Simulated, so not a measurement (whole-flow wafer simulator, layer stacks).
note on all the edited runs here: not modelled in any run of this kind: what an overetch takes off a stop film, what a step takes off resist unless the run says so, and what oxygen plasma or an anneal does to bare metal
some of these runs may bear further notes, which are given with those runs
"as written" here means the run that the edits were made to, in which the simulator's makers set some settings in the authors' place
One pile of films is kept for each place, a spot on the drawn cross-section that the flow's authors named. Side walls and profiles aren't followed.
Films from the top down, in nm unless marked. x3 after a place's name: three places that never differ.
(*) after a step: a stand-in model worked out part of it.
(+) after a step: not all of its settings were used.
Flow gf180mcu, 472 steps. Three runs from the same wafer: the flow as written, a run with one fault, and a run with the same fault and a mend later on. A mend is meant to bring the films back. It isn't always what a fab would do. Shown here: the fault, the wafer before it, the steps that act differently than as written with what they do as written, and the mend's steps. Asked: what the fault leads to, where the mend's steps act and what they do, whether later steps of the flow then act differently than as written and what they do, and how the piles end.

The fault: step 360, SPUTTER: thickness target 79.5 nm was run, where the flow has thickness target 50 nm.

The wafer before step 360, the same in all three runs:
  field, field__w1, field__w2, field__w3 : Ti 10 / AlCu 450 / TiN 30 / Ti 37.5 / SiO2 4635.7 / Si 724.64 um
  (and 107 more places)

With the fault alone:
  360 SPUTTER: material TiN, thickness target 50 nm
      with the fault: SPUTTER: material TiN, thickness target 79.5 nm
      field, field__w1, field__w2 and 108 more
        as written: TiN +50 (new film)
        with the fault: TiN +79.5 (new film)
  Later steps of the flow that act differently than as written (3 more steps differ only slightly, by at most 2% or 0.5 nm, whichever is larger, and aren't shown):
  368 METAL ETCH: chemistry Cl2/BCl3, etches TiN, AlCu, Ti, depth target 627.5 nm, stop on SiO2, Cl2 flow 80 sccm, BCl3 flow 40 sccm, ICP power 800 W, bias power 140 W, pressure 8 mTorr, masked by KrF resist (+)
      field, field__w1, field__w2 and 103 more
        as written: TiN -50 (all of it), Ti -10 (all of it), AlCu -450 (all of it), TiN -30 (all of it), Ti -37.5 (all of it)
        with the fault: TiN -79.5 (all of it), Ti -10 (all of it), AlCu -450 (all of it), TiN -30 (all of it), Ti -37.5 (all of it)
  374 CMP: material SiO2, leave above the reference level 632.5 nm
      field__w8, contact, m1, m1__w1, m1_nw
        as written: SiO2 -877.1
        with the fault: SiO2 -906.6
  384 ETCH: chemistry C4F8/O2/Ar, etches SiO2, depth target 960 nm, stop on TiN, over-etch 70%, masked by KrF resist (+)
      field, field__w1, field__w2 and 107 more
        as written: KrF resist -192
        with the fault: KrF resist -184.6
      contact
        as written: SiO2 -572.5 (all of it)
        with the fault: SiO2 -543 (all of it)
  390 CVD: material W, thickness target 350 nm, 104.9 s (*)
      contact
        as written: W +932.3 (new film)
        with the fault: W +902.5 (new film)
  At the end the piles differ from the flow's by more than 2% or 0.5 nm, whichever is larger, at field__w8, contact, m1, m1__w1, m1_nw.
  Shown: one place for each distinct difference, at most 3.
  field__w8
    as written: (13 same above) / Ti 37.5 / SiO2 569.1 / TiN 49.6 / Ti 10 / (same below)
    with the fault: (13 same above) / Ti 37.5 / SiO2 539.6 / TiN 79.1 / Ti 10 / (same below)
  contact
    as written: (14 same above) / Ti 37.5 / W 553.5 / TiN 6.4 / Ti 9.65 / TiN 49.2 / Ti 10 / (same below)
    with the fault: (14 same above) / Ti 37.5 / W 523.7 / TiN 6.51 / Ti 9.82 / TiN 78.7 / Ti 10 / (same below)

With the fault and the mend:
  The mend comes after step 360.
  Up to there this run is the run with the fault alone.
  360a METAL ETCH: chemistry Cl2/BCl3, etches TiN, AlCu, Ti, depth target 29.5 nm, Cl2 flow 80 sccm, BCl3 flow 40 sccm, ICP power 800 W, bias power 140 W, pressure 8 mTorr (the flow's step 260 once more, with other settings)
      field, field__w1, field__w2 and 108 more
        TiN -29.5
  No later step of the flow acts differently than as written at any place that is followed.
  At the end the piles are the same as the flow's at every place that both follow.
